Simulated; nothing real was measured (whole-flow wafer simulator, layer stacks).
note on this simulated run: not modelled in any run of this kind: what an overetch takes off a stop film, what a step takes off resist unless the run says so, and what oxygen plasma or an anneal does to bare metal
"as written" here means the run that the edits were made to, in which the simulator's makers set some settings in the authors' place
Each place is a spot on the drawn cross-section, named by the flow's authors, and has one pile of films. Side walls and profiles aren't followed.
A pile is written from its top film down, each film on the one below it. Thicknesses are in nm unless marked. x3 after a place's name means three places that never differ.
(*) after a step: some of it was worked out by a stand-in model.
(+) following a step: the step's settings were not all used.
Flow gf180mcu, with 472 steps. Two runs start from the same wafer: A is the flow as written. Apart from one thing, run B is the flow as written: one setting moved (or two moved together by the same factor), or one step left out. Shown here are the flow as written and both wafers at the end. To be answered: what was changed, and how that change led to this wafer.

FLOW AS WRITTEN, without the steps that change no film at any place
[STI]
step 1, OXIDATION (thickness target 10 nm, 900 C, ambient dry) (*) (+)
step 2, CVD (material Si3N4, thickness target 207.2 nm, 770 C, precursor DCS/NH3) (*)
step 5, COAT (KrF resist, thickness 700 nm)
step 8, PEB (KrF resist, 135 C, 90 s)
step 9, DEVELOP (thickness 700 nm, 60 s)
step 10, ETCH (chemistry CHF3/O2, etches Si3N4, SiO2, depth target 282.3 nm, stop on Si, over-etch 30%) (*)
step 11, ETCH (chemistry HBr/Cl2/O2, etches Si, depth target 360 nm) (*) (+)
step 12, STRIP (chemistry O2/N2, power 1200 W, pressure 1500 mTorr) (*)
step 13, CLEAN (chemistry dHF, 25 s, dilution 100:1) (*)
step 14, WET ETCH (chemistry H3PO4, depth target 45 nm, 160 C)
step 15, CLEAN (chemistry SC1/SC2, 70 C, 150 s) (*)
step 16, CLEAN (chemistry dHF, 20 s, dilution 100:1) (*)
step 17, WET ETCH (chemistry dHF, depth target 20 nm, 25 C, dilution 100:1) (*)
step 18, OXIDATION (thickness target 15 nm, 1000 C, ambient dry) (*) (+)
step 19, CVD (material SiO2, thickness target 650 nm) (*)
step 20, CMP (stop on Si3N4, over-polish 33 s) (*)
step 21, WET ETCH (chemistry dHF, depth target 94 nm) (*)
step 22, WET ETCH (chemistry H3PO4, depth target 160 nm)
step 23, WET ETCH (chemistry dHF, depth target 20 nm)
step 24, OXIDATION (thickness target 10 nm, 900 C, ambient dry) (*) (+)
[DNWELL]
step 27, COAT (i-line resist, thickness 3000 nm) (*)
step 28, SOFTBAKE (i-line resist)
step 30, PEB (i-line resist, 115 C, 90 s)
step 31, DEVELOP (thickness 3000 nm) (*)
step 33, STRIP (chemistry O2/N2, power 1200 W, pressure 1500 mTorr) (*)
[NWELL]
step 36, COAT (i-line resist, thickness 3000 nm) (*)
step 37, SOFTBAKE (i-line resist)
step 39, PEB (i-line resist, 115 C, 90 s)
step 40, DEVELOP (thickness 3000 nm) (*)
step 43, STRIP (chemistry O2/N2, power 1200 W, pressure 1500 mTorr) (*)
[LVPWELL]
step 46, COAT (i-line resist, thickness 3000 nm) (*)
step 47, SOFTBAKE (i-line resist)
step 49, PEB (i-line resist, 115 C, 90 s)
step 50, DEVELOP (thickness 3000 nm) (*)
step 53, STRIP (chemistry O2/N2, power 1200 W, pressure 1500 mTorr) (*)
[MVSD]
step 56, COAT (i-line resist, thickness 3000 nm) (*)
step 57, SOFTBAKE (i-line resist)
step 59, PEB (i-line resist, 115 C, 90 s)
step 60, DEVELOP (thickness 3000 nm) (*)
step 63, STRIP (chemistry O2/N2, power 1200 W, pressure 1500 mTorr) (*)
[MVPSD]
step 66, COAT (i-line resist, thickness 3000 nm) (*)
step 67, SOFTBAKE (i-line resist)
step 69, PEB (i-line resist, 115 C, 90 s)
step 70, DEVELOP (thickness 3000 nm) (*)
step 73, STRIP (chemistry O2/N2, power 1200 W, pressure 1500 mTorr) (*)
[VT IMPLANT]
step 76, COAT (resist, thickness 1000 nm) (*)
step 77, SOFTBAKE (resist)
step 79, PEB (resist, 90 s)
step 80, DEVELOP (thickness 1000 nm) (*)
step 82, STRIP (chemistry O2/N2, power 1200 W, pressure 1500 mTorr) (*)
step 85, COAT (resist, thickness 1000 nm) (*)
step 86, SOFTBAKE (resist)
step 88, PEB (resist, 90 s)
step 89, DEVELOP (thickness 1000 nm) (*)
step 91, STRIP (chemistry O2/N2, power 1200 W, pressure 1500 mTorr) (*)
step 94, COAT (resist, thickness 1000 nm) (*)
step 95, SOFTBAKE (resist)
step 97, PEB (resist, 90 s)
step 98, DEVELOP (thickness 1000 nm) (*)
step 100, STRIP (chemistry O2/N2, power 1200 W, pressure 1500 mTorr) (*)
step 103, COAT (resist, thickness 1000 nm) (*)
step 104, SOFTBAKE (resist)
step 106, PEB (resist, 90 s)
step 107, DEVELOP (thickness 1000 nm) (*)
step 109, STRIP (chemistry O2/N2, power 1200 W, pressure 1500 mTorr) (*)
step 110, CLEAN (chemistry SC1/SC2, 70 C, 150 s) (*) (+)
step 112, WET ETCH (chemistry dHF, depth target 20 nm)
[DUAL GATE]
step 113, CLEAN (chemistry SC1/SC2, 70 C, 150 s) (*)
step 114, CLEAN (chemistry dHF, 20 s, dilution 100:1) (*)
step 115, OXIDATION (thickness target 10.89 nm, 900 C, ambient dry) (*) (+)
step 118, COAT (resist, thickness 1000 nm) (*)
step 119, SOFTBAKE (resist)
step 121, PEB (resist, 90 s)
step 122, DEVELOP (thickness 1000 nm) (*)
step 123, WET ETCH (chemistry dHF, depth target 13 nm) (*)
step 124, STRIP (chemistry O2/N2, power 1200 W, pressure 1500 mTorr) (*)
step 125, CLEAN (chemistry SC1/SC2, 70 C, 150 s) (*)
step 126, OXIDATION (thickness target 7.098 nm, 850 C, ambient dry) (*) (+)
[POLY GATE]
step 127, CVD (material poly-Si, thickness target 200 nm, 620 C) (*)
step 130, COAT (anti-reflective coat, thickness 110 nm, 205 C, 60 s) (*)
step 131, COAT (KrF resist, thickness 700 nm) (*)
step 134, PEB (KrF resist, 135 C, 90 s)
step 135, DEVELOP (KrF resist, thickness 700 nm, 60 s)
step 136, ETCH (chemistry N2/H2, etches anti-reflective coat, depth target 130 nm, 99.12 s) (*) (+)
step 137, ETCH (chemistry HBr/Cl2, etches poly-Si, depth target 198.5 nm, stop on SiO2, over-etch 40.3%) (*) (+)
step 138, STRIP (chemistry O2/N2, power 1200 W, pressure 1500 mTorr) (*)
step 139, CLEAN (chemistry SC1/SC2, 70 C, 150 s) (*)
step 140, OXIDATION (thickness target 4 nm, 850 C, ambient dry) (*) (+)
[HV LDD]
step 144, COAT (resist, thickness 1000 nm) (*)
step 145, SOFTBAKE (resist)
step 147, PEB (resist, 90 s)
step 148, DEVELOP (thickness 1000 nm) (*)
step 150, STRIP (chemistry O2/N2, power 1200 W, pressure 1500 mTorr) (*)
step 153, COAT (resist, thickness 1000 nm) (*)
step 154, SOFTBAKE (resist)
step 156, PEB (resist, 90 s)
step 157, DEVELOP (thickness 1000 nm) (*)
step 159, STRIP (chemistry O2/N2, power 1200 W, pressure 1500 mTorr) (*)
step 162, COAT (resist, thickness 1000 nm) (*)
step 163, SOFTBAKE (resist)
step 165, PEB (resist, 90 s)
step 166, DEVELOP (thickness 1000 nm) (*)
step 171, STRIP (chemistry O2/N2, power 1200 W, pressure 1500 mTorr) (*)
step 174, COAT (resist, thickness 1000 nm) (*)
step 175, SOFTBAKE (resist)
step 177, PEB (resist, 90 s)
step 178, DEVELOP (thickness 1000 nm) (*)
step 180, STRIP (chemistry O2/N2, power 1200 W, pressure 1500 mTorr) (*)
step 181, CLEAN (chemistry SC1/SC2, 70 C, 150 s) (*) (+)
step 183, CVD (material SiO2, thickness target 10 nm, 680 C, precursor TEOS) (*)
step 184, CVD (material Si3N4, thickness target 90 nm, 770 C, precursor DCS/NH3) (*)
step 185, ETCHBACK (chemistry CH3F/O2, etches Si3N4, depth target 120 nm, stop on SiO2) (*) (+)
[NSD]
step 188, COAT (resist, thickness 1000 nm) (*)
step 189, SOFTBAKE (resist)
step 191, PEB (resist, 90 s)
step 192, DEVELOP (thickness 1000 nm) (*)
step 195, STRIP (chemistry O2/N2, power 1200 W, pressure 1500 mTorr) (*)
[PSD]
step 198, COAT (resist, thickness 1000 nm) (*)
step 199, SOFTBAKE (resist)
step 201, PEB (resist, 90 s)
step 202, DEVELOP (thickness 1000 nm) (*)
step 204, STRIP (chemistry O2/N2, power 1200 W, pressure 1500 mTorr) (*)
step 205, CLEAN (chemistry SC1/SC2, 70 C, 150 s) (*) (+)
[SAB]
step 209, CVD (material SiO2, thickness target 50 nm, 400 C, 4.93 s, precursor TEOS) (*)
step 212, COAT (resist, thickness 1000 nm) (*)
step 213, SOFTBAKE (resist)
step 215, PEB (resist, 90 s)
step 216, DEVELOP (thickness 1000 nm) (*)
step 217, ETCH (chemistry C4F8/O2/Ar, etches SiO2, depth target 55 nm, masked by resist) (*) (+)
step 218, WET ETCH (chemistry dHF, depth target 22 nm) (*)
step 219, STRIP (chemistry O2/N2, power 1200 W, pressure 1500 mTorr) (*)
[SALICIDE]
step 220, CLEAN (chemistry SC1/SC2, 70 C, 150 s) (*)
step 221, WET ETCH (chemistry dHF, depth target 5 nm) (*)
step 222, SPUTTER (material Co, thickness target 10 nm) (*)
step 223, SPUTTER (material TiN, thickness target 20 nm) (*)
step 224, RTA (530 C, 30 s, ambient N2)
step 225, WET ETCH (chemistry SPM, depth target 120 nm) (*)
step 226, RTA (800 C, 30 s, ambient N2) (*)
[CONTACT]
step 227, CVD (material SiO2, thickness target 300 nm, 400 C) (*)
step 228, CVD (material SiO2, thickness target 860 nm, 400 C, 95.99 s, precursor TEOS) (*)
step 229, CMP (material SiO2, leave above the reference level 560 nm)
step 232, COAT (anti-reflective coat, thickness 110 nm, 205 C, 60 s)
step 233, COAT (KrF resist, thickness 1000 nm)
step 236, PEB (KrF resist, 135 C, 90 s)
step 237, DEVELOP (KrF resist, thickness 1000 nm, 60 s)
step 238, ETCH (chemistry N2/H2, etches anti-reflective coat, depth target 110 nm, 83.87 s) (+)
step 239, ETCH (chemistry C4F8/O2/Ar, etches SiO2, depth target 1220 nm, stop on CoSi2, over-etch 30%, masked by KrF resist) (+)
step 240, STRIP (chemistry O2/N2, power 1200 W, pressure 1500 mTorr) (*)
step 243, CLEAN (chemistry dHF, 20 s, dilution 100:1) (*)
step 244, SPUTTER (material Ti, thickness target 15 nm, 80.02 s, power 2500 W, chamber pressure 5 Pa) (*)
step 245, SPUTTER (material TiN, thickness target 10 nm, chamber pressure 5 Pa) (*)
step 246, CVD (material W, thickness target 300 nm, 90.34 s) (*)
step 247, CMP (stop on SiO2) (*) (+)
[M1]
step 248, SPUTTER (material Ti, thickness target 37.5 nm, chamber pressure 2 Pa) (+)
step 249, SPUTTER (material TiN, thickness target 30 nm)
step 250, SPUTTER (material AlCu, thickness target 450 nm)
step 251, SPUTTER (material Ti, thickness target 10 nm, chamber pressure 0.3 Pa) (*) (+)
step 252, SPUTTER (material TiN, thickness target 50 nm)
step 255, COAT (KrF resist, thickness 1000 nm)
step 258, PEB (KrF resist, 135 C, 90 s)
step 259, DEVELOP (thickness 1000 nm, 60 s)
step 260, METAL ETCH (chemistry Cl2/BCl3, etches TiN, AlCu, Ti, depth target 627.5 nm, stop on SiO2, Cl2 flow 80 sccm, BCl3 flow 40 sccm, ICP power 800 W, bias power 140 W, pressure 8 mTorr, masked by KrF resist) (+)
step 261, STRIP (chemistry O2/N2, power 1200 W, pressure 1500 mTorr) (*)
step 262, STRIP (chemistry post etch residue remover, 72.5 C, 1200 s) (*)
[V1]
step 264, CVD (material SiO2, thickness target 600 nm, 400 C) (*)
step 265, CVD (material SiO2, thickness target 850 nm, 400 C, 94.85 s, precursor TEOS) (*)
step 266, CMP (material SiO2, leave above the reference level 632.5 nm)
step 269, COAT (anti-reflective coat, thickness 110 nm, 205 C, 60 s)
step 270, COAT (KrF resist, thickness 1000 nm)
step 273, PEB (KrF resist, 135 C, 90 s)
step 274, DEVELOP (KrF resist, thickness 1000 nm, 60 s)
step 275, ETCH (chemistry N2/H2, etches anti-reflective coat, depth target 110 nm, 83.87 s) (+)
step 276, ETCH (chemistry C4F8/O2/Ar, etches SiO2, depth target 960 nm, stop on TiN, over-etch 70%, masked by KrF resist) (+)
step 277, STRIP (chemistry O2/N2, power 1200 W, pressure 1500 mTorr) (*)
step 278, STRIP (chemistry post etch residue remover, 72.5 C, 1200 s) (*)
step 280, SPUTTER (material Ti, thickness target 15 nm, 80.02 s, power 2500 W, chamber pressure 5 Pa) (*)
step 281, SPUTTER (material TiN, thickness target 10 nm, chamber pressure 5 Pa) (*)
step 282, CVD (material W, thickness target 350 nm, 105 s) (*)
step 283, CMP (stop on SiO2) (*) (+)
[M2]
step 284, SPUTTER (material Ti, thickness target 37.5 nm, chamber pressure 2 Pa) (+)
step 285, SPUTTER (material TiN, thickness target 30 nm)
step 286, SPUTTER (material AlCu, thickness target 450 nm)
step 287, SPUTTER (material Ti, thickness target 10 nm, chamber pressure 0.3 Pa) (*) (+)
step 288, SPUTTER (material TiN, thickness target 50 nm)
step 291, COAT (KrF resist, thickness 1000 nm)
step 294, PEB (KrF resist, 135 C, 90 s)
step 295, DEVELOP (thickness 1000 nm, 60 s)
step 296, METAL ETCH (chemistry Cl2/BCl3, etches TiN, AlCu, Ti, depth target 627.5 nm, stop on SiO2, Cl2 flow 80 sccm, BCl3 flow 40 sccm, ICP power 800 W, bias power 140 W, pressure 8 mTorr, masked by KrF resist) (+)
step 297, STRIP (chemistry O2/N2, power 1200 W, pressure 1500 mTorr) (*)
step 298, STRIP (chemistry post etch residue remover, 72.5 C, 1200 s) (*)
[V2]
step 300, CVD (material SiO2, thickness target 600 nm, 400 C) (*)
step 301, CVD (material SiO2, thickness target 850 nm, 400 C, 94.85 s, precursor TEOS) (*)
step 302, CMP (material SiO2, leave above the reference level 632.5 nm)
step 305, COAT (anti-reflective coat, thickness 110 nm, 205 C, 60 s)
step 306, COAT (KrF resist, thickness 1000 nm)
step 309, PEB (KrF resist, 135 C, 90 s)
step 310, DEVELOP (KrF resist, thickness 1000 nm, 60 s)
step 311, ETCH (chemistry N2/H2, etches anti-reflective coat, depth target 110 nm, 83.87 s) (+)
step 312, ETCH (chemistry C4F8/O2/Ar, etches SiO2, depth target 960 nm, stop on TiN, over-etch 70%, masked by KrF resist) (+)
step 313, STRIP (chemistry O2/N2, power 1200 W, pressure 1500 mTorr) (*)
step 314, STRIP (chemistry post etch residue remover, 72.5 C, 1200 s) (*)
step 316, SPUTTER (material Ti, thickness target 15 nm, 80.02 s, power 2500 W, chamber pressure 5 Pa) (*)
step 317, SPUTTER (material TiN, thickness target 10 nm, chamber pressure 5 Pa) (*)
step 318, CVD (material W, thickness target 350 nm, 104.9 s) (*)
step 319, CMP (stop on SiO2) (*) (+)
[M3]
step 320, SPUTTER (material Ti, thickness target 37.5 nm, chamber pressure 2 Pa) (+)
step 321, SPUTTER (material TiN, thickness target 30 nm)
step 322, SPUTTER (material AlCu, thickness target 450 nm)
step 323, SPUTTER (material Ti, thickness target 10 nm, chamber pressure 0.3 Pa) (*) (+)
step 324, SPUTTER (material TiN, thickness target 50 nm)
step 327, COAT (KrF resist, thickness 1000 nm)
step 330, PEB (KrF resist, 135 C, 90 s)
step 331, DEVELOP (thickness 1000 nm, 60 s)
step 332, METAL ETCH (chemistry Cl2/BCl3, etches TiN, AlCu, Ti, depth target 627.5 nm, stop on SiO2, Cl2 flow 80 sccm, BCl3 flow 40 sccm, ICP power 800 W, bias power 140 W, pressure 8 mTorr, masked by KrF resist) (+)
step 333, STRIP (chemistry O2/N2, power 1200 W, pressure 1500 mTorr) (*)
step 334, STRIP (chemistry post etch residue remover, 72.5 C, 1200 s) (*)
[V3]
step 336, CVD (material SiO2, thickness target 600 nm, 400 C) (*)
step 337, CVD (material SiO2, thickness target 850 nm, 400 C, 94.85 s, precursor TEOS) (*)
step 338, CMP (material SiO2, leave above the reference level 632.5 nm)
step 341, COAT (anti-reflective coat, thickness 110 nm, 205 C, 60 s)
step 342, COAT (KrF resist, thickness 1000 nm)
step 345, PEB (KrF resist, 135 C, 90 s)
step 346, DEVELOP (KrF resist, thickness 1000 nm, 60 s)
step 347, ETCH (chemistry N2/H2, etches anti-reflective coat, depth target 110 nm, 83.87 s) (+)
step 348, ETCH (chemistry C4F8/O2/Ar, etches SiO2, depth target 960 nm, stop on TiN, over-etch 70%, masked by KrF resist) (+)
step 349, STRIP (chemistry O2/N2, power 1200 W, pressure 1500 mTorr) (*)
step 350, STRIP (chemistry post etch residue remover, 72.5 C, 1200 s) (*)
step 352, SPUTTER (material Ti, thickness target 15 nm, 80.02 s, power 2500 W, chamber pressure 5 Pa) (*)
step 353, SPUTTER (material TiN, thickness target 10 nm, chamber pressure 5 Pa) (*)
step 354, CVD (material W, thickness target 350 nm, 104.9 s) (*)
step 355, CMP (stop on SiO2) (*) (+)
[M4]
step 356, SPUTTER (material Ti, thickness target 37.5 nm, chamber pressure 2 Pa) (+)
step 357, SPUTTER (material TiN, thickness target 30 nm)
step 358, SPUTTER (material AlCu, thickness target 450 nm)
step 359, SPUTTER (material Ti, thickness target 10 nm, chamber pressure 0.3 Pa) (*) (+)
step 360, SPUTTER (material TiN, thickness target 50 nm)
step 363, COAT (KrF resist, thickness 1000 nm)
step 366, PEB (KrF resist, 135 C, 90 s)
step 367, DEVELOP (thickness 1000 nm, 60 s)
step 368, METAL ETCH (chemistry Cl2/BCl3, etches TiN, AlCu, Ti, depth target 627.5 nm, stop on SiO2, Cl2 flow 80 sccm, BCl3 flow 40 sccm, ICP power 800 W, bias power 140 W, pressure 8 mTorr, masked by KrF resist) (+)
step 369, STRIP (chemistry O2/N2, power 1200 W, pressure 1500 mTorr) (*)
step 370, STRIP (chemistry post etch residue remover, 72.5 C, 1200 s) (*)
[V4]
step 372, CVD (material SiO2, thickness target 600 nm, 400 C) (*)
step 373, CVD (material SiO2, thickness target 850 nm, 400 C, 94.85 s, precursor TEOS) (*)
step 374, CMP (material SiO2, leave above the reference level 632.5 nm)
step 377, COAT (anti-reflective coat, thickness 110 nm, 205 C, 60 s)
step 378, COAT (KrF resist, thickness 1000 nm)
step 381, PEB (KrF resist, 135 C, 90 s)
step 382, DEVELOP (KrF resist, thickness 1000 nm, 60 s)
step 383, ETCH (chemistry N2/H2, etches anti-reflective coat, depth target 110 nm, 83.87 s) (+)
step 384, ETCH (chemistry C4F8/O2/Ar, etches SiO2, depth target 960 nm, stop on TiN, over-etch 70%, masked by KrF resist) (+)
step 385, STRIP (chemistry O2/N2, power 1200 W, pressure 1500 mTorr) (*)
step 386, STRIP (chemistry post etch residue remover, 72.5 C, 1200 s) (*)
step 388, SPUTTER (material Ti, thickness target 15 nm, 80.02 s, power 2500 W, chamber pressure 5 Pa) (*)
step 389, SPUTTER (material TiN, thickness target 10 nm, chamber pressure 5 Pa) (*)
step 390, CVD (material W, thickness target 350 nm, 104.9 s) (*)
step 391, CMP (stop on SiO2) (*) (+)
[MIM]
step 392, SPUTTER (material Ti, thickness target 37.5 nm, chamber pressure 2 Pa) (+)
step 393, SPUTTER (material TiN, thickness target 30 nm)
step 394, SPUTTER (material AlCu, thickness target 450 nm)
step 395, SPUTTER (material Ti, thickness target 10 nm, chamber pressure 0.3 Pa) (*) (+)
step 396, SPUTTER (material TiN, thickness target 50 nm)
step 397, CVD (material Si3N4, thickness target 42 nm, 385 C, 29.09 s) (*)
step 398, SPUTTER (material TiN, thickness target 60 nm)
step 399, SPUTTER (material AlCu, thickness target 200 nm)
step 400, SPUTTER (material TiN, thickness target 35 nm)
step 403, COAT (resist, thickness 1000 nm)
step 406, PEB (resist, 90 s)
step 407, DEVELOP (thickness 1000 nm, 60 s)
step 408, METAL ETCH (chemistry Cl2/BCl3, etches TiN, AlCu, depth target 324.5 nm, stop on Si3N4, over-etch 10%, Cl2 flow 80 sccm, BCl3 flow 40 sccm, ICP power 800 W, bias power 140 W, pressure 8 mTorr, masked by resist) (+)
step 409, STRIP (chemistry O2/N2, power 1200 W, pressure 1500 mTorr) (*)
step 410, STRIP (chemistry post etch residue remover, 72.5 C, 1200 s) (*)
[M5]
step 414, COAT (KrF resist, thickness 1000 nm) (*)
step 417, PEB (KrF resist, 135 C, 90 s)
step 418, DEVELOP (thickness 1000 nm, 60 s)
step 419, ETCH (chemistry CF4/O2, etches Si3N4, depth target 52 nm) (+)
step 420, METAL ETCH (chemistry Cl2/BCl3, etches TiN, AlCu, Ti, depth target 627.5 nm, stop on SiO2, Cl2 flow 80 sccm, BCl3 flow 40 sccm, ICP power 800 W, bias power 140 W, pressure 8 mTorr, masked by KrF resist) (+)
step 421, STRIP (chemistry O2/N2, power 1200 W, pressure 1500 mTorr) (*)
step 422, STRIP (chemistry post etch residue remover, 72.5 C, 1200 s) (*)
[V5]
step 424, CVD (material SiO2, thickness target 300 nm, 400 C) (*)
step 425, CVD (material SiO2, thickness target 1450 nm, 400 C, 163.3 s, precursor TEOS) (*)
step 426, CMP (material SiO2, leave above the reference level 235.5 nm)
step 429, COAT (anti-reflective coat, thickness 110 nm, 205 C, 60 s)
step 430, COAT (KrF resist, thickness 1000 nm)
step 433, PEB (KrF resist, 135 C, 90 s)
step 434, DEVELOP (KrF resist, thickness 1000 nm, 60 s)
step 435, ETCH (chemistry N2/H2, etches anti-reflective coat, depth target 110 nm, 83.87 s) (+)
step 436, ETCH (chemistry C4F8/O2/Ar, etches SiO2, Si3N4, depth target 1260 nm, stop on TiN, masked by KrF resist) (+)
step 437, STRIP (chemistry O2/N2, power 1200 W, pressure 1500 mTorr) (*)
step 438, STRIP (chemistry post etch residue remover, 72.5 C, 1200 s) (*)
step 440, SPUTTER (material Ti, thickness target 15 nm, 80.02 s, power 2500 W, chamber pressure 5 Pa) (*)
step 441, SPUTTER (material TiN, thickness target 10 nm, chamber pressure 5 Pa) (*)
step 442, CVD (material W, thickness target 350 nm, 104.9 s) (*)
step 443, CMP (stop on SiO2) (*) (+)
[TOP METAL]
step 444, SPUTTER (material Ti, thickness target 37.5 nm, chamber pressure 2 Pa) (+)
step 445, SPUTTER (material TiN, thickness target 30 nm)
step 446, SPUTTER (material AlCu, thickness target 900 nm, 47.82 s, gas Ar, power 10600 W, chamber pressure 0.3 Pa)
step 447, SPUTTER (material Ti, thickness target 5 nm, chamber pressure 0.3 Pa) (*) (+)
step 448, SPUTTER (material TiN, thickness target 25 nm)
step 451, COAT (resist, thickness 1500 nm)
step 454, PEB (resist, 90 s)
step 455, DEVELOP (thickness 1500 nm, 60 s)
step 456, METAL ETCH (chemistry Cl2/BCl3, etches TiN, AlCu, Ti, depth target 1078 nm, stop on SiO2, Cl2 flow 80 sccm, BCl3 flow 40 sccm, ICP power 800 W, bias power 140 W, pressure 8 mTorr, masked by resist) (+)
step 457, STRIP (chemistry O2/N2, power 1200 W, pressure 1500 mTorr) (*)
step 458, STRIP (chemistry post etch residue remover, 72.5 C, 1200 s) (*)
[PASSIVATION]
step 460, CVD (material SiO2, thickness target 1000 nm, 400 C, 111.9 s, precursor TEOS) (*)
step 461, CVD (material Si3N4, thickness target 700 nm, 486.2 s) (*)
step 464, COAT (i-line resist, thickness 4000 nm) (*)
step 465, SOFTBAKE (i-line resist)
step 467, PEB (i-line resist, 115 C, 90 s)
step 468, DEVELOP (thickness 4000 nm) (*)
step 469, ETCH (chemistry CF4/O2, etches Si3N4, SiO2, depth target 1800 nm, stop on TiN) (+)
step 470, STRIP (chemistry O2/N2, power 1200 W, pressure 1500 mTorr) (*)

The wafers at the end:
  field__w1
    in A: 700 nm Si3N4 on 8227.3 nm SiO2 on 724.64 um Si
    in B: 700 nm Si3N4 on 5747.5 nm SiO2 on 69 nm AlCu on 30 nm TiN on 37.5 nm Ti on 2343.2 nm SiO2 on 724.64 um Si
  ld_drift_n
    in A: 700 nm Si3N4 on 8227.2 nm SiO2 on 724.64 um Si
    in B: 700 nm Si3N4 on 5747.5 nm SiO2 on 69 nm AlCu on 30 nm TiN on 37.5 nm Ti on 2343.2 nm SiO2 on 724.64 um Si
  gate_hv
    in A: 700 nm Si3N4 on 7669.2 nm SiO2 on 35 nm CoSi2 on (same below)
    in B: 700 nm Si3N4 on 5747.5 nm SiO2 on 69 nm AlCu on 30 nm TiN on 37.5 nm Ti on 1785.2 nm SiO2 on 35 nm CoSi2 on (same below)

Cause: step 296, METAL ETCH: depth target 435.3 nm was run, whereas the flow has depth target 627.5 nm.

The path from the change to this, step by step:
  step 296, METAL ETCH (chemistry Cl2/BCl3, etches TiN, AlCu, Ti, depth target 627.5 nm, stop on SiO2, Cl2 flow 80 sccm, BCl3 flow 40 sccm, ICP power 800 W, bias power 140 W, pressure 8 mTorr, masked by KrF resist) (+)
      field, field__w1, field__w2 and 103 more: A TiN loses 50 (all of it), Ti loses 10 (all of it), AlCu loses 450 (all of it), TiN loses 30 (all of it), Ti loses 37.5 (all of it) | B TiN loses 50 (all of it), Ti loses 10 (all of it), AlCu loses 375.3
      field__w8, contact, m1, m1__w1, m1_nw: A KrF resist loses 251 | B KrF resist loses 174.1
  step 297, STRIP (chemistry O2/N2, power 1200 W, pressure 1500 mTorr) (*)
      field__w8, contact, m1, m1__w1, m1_nw: A KrF resist loses 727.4 (all of it) | B KrF resist loses 804.3 (all of it)
  step 298, STRIP (chemistry post etch residue remover, 72.5 C, 1200 s) (*)
      field, field__w1, field__w2 and 103 more: A nothing | B AlCu loses 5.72
  step 300, CVD (material SiO2, thickness target 600 nm, 400 C) (*)
      field, field__w1, field__w2 and 103 more: A SiO2 gains 600 | B SiO2 gains 600 (new film)
  step 302, CMP (material SiO2, leave above the reference level 632.5 nm)
      field, field__w1, field__w2 and 103 more: A SiO2 loses 300 | B SiO2 loses 436.5
With metal films that touch counted as one body, field__w1 has 1 body; the flow as written gives 0 bodies.
With metal films that touch counted as one body, ld_drift_n has 1 body; the flow as written gives 0 bodies.
With metal films that touch counted as one body, gate_hv has 2 bodies (between them, from the top down: SiO2 1785.2); the flow as written gives 1 body.
